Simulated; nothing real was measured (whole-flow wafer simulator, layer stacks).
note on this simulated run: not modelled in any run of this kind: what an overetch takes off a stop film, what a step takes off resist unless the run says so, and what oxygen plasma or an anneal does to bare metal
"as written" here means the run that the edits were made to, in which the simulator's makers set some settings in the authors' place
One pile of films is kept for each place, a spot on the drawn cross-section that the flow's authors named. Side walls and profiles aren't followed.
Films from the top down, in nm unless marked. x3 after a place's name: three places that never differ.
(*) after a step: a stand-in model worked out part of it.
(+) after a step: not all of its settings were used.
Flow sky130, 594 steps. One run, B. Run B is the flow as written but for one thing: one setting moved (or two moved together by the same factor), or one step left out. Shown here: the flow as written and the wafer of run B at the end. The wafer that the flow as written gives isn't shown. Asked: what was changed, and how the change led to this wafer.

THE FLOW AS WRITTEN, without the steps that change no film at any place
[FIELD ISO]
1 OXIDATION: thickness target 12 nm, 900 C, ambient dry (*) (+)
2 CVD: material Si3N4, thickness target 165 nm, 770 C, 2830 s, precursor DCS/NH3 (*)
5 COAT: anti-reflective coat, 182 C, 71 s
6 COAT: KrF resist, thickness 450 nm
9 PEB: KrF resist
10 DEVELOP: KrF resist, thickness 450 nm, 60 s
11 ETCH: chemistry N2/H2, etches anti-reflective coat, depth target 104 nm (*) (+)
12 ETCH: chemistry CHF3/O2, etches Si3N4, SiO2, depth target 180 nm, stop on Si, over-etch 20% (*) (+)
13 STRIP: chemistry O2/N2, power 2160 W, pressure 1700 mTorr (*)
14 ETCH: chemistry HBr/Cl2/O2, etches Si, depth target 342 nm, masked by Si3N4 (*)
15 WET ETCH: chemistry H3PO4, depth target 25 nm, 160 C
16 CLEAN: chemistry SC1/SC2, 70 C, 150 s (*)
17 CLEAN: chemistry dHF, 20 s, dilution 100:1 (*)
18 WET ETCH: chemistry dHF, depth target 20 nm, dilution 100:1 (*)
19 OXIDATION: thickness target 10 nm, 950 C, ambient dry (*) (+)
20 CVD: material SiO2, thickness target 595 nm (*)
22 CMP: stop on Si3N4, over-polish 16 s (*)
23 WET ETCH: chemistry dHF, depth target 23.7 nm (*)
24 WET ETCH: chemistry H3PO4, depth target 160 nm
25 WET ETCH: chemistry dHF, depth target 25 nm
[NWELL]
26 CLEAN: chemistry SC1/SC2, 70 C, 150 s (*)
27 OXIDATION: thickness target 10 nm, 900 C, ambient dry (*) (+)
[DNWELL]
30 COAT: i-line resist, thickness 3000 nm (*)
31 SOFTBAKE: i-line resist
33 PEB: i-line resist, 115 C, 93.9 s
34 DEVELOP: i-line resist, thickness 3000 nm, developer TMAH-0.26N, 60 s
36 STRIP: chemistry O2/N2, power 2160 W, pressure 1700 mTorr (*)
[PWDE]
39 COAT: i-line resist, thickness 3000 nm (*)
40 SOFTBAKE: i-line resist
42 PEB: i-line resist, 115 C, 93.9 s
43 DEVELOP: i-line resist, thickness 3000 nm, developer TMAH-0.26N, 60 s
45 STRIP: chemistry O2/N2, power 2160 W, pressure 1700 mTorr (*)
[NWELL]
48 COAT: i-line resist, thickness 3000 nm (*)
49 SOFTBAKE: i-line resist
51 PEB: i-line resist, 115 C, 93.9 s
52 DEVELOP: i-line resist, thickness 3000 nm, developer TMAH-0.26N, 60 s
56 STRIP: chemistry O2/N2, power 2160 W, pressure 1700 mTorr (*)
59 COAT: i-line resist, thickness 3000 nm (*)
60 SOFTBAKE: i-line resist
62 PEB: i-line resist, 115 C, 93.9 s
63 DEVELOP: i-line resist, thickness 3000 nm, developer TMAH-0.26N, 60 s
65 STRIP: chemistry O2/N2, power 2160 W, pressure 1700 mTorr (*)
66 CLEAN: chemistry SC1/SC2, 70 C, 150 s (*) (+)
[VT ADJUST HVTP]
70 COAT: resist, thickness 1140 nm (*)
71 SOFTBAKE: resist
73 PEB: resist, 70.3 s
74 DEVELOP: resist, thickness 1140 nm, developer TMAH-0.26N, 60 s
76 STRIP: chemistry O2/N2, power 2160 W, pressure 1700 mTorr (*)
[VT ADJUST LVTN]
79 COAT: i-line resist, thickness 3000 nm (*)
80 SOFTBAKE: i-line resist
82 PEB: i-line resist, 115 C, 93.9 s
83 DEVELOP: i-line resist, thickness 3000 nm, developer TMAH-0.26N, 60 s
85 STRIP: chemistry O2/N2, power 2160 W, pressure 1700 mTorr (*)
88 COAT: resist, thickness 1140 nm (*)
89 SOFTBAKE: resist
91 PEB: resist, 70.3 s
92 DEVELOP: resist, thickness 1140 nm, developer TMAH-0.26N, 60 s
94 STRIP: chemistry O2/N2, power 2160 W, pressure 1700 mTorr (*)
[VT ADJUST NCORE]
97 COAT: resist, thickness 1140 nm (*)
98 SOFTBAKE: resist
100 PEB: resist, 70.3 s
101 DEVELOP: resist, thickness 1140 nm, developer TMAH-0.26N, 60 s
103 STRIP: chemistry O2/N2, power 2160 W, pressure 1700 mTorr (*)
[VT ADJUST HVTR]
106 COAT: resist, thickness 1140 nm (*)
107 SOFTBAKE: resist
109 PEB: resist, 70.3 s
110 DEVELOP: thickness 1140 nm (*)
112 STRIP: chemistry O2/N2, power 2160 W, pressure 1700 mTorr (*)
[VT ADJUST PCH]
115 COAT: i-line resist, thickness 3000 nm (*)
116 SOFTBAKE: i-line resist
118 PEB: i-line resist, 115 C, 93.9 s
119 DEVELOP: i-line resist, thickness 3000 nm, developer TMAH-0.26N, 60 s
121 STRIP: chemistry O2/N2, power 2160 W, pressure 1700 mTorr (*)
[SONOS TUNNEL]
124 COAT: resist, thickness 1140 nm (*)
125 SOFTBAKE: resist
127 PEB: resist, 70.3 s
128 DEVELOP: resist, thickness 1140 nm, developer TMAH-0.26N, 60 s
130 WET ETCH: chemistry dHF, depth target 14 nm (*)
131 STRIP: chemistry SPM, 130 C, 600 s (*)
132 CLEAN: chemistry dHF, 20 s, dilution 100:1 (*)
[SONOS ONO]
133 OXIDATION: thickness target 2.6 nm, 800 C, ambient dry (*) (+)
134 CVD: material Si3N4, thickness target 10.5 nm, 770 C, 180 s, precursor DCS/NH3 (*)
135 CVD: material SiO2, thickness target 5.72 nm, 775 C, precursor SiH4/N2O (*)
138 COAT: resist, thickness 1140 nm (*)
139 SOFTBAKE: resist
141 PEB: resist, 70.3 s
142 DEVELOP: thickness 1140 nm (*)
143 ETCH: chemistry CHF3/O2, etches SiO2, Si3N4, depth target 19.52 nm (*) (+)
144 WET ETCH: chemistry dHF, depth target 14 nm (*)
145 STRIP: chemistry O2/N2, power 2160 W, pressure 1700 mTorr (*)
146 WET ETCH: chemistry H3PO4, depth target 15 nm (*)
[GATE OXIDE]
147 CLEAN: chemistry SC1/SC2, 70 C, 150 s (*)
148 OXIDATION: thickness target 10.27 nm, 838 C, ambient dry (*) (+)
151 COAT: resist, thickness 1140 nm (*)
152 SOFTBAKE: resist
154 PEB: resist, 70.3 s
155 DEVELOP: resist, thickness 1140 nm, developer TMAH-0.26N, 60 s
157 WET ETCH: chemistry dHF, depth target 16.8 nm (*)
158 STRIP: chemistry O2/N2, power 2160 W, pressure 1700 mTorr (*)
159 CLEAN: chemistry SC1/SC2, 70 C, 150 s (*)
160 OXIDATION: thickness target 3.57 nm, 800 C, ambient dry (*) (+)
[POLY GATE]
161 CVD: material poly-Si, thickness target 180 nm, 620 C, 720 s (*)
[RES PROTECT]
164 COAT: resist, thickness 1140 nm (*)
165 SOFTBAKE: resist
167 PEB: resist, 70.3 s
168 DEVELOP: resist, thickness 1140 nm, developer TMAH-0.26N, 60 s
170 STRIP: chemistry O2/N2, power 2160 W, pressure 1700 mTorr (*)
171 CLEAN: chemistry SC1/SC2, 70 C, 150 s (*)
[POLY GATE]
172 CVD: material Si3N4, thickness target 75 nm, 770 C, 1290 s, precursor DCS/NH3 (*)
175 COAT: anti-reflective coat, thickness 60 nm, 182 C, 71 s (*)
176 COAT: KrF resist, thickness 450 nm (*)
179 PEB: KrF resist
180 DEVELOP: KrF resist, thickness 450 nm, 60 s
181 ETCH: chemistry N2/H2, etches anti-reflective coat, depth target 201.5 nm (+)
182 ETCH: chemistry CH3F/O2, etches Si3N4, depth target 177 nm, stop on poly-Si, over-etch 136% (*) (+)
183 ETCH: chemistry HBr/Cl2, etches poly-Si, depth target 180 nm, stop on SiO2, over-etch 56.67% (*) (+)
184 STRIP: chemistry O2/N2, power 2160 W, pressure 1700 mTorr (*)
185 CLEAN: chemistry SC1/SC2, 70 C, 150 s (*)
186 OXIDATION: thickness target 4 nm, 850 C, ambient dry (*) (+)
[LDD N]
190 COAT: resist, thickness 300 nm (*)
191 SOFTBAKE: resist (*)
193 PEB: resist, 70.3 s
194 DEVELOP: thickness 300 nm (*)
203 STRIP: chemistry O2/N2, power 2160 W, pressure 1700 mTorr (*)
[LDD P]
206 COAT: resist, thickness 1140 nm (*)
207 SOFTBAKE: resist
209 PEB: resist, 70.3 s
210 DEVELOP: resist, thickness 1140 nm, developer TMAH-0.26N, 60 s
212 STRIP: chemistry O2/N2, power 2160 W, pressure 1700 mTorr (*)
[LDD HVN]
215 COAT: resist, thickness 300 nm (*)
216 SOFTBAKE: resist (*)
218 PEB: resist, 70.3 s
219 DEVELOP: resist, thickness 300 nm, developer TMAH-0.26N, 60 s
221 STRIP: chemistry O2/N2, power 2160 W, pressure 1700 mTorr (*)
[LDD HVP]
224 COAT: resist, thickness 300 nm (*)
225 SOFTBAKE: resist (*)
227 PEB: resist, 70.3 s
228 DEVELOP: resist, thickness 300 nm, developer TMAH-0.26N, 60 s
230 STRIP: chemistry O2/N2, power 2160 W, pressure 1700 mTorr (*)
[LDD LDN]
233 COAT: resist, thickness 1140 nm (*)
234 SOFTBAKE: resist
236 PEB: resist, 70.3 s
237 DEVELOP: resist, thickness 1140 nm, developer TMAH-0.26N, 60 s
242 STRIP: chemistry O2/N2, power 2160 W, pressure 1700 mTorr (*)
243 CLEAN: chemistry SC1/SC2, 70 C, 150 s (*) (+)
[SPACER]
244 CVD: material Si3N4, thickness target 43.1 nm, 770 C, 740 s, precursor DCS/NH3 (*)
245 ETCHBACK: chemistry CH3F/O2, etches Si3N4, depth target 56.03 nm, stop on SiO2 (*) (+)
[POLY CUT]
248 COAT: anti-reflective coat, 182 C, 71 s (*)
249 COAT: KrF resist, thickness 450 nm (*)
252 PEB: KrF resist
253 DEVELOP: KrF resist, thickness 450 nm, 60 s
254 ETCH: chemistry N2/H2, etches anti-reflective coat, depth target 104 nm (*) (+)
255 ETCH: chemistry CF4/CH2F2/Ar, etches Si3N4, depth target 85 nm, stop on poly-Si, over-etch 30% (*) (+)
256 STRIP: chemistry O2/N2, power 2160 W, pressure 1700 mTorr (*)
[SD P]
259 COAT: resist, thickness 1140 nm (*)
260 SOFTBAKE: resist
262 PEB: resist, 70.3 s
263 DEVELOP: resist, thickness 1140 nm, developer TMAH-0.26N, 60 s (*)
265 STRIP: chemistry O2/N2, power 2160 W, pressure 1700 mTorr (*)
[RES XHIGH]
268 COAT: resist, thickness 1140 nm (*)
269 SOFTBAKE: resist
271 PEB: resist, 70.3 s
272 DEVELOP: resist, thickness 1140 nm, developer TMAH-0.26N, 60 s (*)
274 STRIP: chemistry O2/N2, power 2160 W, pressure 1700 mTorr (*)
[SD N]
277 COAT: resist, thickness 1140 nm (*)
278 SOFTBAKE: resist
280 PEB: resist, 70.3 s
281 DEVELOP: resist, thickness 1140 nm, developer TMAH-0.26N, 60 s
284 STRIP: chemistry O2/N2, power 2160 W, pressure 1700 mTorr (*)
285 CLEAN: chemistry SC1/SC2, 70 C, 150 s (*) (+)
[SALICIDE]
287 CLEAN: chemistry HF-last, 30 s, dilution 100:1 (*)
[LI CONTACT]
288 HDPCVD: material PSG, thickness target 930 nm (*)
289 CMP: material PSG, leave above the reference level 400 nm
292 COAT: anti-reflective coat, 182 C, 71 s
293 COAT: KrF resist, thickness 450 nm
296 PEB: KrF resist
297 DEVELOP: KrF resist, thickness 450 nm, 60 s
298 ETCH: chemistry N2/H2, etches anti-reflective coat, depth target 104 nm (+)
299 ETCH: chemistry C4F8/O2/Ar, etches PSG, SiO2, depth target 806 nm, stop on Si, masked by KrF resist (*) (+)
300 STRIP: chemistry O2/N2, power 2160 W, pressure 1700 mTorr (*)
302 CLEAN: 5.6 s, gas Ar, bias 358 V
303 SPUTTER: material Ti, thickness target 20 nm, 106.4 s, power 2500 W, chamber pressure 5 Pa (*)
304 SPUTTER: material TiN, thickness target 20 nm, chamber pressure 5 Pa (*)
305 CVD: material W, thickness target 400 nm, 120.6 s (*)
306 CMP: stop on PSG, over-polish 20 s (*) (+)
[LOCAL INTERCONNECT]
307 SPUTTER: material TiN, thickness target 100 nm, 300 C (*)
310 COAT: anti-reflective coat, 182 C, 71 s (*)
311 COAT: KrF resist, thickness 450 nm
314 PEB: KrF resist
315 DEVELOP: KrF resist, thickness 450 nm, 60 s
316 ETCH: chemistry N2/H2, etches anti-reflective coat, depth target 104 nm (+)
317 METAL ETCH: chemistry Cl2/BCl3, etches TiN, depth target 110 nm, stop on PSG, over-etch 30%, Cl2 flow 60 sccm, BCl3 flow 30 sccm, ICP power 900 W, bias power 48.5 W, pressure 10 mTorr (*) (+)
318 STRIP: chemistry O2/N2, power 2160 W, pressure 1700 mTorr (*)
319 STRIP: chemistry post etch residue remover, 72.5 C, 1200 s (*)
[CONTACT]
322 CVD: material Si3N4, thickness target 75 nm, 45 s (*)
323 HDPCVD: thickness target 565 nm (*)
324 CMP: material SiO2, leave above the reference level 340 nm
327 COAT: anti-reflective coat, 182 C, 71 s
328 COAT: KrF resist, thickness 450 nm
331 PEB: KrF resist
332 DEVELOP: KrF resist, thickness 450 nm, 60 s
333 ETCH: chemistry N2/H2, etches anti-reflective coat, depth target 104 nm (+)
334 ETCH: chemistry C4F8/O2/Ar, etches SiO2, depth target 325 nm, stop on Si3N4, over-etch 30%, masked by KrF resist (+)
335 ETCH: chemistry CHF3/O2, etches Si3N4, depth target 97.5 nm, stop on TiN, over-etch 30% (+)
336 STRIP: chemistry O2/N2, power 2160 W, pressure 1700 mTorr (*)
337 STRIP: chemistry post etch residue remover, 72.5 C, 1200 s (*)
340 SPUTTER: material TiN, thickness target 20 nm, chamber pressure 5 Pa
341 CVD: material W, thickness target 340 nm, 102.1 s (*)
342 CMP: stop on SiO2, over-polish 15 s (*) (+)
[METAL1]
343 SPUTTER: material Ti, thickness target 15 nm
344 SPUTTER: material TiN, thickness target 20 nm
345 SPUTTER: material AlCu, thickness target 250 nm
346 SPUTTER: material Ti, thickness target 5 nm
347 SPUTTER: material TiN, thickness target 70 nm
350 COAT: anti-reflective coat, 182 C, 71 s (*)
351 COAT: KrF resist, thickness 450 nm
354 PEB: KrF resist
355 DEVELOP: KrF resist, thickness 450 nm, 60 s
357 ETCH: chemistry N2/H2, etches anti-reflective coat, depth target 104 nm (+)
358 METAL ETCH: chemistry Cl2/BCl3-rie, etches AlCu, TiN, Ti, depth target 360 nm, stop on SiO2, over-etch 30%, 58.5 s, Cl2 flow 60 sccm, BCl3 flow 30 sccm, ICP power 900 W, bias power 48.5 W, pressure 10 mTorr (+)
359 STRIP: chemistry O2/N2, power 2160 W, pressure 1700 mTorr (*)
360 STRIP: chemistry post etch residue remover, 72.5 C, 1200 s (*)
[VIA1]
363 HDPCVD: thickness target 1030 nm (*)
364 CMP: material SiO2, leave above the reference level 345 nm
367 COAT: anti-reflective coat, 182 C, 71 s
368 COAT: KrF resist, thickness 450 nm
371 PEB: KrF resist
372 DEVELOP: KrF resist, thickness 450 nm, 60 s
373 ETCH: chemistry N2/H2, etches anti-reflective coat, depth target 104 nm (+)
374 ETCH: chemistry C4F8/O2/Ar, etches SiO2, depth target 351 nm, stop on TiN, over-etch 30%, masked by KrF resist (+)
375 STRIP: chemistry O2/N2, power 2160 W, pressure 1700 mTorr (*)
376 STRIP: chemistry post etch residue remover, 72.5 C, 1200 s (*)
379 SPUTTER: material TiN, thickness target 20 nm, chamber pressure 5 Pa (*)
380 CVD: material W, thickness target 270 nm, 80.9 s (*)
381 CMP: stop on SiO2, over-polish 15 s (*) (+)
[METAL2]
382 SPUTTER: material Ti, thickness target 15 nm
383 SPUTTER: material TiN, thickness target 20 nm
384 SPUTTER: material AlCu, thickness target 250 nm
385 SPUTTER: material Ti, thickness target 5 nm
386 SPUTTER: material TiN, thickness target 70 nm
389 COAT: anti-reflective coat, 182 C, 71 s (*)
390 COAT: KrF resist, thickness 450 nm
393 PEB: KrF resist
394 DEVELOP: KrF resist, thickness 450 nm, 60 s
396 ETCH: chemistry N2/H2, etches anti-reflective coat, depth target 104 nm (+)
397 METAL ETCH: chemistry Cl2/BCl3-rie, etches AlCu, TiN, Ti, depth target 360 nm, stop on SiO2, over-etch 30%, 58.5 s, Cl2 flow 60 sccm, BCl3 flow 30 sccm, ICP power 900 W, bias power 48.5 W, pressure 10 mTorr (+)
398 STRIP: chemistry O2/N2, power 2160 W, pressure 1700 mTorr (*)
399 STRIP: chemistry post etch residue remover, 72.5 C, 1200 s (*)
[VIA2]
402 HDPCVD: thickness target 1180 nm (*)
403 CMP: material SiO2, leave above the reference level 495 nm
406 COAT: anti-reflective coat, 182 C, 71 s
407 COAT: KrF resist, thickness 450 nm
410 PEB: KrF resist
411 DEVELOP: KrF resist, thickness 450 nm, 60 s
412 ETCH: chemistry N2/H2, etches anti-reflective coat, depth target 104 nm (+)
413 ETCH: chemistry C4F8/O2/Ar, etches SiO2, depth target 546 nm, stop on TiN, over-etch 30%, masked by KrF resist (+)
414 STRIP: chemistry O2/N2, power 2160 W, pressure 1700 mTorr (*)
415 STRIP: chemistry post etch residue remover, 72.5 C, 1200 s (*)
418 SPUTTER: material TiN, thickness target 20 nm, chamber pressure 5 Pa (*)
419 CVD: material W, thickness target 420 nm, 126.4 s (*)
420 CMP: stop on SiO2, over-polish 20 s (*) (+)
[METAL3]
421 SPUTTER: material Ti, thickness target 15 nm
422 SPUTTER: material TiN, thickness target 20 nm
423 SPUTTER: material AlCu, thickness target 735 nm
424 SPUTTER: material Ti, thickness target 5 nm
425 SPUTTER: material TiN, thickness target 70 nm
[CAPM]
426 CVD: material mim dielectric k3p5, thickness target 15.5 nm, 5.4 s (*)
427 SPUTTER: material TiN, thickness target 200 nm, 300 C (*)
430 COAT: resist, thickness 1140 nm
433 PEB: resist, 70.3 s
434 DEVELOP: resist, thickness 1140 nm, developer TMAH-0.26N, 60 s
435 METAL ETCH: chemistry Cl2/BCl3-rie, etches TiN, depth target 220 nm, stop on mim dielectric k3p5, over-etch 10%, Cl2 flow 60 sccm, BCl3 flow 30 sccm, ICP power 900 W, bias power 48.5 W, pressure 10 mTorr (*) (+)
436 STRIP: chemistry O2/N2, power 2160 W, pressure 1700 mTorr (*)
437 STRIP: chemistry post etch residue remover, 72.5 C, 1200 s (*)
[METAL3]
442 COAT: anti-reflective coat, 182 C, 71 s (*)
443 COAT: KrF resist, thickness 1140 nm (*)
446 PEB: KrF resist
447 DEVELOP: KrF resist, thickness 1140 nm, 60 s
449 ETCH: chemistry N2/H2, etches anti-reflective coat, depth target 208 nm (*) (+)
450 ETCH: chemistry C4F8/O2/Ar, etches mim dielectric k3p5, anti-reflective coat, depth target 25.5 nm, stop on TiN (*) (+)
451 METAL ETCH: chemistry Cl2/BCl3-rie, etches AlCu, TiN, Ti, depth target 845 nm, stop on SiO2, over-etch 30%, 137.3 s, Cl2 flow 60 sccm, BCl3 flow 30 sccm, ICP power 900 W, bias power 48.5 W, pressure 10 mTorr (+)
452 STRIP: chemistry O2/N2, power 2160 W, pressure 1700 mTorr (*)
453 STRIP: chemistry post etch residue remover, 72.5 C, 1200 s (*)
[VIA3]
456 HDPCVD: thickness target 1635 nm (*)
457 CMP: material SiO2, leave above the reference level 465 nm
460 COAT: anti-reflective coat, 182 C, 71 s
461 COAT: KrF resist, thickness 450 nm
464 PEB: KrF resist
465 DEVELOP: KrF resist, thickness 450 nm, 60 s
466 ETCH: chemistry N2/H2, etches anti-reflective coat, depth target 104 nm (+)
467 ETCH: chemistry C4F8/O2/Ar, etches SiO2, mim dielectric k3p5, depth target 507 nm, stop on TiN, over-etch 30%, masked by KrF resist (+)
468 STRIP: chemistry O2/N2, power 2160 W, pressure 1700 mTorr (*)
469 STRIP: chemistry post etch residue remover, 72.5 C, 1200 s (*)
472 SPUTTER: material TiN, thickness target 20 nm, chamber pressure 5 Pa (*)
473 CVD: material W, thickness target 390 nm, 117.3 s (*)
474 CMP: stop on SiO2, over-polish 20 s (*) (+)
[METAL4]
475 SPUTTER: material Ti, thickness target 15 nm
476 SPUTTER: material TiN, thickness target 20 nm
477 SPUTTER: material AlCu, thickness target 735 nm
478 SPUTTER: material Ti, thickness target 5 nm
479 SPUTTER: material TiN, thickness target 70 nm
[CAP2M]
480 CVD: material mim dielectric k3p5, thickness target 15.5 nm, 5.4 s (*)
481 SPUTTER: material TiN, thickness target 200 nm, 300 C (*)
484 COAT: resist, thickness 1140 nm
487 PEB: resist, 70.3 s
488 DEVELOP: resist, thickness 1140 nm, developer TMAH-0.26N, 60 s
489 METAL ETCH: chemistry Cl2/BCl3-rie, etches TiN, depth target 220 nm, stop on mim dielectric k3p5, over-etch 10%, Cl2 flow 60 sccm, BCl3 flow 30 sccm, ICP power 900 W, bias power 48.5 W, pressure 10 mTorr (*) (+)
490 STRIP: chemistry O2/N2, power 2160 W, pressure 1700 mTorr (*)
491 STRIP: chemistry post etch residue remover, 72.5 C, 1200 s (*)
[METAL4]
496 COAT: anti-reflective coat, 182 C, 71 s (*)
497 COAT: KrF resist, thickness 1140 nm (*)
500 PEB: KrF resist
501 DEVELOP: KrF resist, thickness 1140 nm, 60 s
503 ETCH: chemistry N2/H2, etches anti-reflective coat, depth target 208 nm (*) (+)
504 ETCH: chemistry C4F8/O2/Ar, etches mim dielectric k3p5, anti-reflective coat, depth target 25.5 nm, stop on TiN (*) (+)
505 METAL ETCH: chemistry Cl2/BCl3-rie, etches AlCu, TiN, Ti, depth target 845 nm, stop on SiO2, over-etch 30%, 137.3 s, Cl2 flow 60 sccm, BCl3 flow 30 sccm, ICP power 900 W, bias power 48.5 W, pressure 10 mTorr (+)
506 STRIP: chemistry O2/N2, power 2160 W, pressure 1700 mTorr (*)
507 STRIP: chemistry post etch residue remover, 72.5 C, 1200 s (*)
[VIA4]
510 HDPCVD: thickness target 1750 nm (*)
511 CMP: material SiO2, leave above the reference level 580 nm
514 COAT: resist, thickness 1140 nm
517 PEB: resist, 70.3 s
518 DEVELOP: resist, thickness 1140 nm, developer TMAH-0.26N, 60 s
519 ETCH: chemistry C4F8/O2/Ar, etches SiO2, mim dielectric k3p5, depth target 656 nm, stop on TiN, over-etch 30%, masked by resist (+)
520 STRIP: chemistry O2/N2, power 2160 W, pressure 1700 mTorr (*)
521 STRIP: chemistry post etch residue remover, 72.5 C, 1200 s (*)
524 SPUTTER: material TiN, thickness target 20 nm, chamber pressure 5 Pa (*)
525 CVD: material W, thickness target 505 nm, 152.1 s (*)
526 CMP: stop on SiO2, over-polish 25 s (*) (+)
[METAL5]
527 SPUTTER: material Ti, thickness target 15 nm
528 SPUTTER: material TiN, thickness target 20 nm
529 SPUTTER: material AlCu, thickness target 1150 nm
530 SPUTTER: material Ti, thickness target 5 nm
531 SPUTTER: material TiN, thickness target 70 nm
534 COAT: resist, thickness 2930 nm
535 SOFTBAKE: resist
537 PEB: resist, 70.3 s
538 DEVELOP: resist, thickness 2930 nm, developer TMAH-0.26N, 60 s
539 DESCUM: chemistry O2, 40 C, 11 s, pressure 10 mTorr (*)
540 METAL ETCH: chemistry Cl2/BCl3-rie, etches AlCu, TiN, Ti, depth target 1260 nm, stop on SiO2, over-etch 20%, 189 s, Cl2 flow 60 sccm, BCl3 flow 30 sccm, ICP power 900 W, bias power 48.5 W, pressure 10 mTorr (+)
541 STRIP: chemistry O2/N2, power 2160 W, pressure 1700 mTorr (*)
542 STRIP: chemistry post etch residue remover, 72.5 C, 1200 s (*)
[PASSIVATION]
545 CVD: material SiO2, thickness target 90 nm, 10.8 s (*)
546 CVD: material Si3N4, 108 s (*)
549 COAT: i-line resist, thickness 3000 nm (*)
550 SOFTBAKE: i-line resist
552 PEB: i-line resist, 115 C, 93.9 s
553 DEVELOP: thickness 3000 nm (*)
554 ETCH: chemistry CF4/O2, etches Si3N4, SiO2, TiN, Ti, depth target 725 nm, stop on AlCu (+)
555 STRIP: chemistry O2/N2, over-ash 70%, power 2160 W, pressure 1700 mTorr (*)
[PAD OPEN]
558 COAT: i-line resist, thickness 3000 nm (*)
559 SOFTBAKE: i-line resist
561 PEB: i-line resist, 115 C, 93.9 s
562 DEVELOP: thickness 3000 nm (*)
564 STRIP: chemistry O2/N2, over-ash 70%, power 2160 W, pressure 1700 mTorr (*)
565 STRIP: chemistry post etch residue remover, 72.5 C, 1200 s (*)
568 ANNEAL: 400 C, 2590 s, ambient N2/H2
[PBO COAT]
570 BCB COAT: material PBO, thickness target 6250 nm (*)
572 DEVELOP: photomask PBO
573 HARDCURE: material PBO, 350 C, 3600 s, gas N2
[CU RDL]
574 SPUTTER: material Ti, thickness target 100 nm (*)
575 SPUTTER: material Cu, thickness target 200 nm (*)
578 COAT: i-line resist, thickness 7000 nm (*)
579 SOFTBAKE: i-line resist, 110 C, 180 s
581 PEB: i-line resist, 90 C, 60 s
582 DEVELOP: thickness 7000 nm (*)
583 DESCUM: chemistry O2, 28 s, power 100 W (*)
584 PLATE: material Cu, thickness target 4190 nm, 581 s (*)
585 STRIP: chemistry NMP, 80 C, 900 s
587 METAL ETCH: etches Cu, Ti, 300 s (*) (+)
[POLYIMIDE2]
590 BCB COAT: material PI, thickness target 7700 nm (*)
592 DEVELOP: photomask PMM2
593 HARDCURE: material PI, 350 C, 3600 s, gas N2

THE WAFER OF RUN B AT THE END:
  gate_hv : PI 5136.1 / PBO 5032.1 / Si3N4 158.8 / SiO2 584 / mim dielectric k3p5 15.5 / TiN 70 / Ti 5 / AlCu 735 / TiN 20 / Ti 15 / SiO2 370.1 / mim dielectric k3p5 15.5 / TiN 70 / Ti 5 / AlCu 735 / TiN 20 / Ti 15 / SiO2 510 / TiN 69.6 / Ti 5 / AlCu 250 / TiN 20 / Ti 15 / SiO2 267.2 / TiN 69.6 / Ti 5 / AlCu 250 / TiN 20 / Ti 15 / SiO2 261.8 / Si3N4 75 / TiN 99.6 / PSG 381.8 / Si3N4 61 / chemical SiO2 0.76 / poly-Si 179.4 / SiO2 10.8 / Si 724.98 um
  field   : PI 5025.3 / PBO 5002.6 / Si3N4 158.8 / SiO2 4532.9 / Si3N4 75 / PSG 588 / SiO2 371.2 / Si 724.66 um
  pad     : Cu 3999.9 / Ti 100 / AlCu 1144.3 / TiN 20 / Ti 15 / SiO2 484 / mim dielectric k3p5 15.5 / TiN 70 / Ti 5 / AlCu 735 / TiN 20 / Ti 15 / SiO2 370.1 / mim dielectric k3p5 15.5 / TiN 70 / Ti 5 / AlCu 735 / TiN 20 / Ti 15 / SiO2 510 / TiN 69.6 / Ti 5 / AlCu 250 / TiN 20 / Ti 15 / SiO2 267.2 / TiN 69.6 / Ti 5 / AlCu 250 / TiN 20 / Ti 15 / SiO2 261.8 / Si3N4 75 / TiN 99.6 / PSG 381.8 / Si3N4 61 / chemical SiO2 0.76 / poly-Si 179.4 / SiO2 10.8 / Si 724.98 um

The cause: step 403, CMP: leave above the reference level 589 nm was run, where the flow has leave above the reference level 495 nm.

How the change led to this, step by step:
  403 CMP: material SiO2, leave above the reference level 495 nm
      n_well, p_well, gate_hv and 101 more: SiO2 -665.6 (as written it would be: SiO2 -759.6)
      field, active, gate and 82 more: SiO2 -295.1 (as written it would be: SiO2 -389.1)
      (and at 2 more places)
  413 ETCH: chemistry C4F8/O2/Ar, etches SiO2, depth target 546 nm, stop on TiN, over-etch 30%, masked by KrF resist (+)
      m1: SiO2 -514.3 (all of it) (as written it would be: SiO2 -420.3 (all of it))
      via2_hole: SiO2 -513.8 (all of it) (as written it would be: SiO2 -419.8 (all of it))
  418 SPUTTER: material TiN, thickness target 20 nm, chamber pressure 5 Pa (*)
      m1: TiN +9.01 (as written it would be: TiN +10.2)
      via2_hole: TiN +9 (as written it would be: TiN +10.2)
  419 CVD: material W, thickness target 420 nm, 126.4 s (*)
      m1: W +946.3 (new film) (as written it would be: W +851.1 (new film))
      via2_hole: W +945.8 (new film) (as written it would be: W +850.7 (new film))
